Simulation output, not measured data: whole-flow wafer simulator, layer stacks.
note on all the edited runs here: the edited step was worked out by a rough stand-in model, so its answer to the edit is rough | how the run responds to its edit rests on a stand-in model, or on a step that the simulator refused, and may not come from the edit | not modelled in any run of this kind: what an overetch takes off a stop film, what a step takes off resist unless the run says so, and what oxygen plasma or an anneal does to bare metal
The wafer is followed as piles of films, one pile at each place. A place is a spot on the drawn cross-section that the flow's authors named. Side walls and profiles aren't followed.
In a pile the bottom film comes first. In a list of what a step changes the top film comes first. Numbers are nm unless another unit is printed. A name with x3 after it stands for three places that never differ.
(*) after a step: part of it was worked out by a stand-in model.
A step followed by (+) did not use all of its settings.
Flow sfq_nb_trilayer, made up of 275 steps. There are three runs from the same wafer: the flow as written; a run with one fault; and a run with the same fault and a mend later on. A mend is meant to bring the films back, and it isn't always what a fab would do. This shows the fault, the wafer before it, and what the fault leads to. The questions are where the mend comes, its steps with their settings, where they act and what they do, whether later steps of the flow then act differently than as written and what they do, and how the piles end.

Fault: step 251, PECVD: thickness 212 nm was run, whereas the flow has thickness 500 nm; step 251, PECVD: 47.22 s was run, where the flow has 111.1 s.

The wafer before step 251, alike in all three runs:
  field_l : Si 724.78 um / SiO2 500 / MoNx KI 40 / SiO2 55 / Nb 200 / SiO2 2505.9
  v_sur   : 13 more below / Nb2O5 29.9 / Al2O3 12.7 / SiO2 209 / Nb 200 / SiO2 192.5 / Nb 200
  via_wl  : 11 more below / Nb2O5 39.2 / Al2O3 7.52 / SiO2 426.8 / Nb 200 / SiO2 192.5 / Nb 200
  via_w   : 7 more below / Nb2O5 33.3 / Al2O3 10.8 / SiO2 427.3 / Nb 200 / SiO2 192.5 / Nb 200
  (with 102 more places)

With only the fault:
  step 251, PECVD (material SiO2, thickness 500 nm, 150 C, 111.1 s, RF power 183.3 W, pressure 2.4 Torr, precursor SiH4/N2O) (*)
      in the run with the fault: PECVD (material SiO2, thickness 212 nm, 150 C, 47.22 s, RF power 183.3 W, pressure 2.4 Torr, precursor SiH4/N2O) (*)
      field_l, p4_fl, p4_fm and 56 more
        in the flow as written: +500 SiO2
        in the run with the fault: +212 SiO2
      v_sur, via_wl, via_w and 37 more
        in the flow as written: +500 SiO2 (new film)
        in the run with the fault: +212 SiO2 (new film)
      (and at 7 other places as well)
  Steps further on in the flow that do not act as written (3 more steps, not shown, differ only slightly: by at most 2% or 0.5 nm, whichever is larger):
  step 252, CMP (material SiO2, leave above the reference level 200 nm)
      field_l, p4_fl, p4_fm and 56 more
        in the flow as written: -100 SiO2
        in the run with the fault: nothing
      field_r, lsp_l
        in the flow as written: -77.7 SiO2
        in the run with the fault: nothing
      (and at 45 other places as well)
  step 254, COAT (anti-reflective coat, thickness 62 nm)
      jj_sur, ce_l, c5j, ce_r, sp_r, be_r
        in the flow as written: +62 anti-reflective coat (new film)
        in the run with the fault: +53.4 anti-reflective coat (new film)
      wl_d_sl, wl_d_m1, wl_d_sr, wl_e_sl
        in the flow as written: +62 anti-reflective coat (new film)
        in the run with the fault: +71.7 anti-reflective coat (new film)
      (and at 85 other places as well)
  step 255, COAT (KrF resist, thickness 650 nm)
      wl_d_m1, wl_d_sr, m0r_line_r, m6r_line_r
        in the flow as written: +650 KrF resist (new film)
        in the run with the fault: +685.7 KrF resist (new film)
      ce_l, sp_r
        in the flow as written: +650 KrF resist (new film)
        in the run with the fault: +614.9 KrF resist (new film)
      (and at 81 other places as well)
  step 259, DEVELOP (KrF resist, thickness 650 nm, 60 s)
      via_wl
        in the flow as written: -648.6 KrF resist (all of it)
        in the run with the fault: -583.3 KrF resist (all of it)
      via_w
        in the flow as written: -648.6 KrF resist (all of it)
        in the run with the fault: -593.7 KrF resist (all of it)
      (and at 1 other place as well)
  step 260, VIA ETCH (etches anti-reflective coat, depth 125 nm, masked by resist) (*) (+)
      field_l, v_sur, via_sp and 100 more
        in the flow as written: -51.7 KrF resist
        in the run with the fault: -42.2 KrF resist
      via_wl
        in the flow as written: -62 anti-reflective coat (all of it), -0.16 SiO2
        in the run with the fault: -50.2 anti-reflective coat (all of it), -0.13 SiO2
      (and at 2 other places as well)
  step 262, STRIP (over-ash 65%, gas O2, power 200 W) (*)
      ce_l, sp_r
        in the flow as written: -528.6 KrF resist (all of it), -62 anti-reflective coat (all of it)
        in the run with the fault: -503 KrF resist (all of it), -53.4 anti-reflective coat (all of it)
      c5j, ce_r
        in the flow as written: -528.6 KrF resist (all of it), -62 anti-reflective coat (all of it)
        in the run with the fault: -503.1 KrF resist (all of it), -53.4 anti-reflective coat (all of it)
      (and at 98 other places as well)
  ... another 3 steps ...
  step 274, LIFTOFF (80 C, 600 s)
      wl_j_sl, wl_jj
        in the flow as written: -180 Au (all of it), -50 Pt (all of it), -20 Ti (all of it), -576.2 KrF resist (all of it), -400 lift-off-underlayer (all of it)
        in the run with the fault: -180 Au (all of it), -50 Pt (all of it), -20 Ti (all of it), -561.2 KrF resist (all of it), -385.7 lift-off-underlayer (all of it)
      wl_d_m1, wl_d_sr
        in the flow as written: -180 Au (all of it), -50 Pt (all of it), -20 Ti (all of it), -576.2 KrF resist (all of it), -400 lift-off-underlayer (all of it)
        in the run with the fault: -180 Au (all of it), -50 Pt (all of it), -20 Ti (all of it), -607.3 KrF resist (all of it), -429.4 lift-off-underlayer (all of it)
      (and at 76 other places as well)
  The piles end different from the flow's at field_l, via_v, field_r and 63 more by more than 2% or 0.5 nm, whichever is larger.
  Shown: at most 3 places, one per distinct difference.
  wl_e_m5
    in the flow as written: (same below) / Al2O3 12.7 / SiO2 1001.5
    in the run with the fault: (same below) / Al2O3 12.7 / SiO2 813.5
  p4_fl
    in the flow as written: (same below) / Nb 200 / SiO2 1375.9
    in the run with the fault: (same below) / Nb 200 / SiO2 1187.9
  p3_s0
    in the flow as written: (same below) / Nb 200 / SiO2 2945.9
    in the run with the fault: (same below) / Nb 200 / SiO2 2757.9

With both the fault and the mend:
  After step 251 comes the mend.
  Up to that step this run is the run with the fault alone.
  step 251a, PECVD (material SiO2, thickness 288 nm, 150 C, 64 s, RF power 183.3 W, pressure 2.4 Torr, precursor SiH4/N2O) (*) (a further turn of the flow's step 251, with different settings)
      field_l, v_sur, via_wl and 98 more
        +288 SiO2
      field_r, lsp_l
        +276.1 SiO2
      l0_sur, l0v
        +281.4 SiO2
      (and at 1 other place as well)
  Steps further on in the flow that do not act as written:
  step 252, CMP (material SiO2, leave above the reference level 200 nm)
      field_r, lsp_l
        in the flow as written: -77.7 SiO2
        in the run with the mend: -80 SiO2
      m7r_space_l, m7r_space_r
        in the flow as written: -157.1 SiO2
        in the run with the mend: -100 SiO2
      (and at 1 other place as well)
  The piles end the same as the flow's at every place that both follow.
